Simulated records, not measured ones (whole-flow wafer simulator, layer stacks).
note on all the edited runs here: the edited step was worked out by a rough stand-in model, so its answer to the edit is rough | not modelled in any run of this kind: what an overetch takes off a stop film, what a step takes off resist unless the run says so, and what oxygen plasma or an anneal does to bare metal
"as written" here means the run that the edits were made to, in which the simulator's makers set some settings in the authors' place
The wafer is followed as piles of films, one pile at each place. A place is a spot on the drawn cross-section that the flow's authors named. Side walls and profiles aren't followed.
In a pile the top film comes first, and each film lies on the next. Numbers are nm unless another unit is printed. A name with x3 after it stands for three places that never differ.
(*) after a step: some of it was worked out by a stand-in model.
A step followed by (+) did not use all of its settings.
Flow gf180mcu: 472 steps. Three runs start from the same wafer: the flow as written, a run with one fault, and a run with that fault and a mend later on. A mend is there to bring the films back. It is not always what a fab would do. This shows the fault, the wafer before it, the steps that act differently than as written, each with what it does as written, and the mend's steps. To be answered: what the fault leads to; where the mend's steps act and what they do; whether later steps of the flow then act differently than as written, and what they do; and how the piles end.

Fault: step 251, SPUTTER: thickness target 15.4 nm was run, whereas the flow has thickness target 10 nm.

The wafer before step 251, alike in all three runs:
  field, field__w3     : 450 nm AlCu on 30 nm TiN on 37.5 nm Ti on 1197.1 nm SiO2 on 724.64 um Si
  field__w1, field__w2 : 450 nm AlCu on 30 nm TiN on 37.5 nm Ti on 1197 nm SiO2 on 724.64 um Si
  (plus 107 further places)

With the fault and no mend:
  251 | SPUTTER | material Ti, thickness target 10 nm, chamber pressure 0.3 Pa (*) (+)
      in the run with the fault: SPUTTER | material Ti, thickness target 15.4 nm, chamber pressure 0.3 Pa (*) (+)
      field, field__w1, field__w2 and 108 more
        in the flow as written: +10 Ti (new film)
        in the run with the fault: +15.4 Ti (new film)
  Steps later in the flow that act otherwise than as written (5 more steps, not shown, differ only slightly: by at most 2% or 0.5 nm, whichever is larger):
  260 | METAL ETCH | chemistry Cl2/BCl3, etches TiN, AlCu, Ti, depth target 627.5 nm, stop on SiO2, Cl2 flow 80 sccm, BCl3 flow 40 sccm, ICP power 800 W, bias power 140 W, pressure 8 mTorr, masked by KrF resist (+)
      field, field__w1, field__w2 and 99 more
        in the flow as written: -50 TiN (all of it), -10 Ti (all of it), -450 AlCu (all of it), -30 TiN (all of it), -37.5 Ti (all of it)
        in the run with the fault: -50 TiN (all of it), -15.4 Ti (all of it), -450 AlCu (all of it), -30 TiN (all of it), -37.5 Ti (all of it)
  At field__w8, contact, m1 and 6 more, the piles at the end differ from the flow's by more than 2% or 0.5 nm, whichever is larger.
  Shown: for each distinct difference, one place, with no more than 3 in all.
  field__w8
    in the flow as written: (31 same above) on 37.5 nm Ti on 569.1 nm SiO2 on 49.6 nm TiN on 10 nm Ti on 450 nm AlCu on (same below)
    in the run with the fault: (31 same above) on 37.5 nm Ti on 563.7 nm SiO2 on 49.6 nm TiN on 15.4 nm Ti on 450 nm AlCu on (same below)
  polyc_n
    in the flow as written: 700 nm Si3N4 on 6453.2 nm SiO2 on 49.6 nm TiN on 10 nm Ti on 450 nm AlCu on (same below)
    in the run with the fault: 700 nm Si3N4 on 6447.8 nm SiO2 on 49.6 nm TiN on 15.4 nm Ti on 450 nm AlCu on (same below)
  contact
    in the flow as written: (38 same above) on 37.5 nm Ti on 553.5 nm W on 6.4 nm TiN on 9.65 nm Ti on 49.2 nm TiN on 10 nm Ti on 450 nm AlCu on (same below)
    in the run with the fault: (38 same above) on 37.5 nm Ti on 548 nm W on 6.42 nm TiN on 9.68 nm Ti on 49.2 nm TiN on 15.4 nm Ti on 450 nm AlCu on (same below)

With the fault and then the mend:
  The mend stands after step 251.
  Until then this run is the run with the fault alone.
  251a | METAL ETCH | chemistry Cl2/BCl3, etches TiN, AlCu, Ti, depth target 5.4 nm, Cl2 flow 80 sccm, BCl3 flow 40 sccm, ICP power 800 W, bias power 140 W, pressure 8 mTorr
      field, field__w1, field__w2 and 108 more
        -5.4 Ti
  Later steps of the flow that are run all act as written at every place that is followed.
  By the end, the piles equal the flow's at every place that both follow.
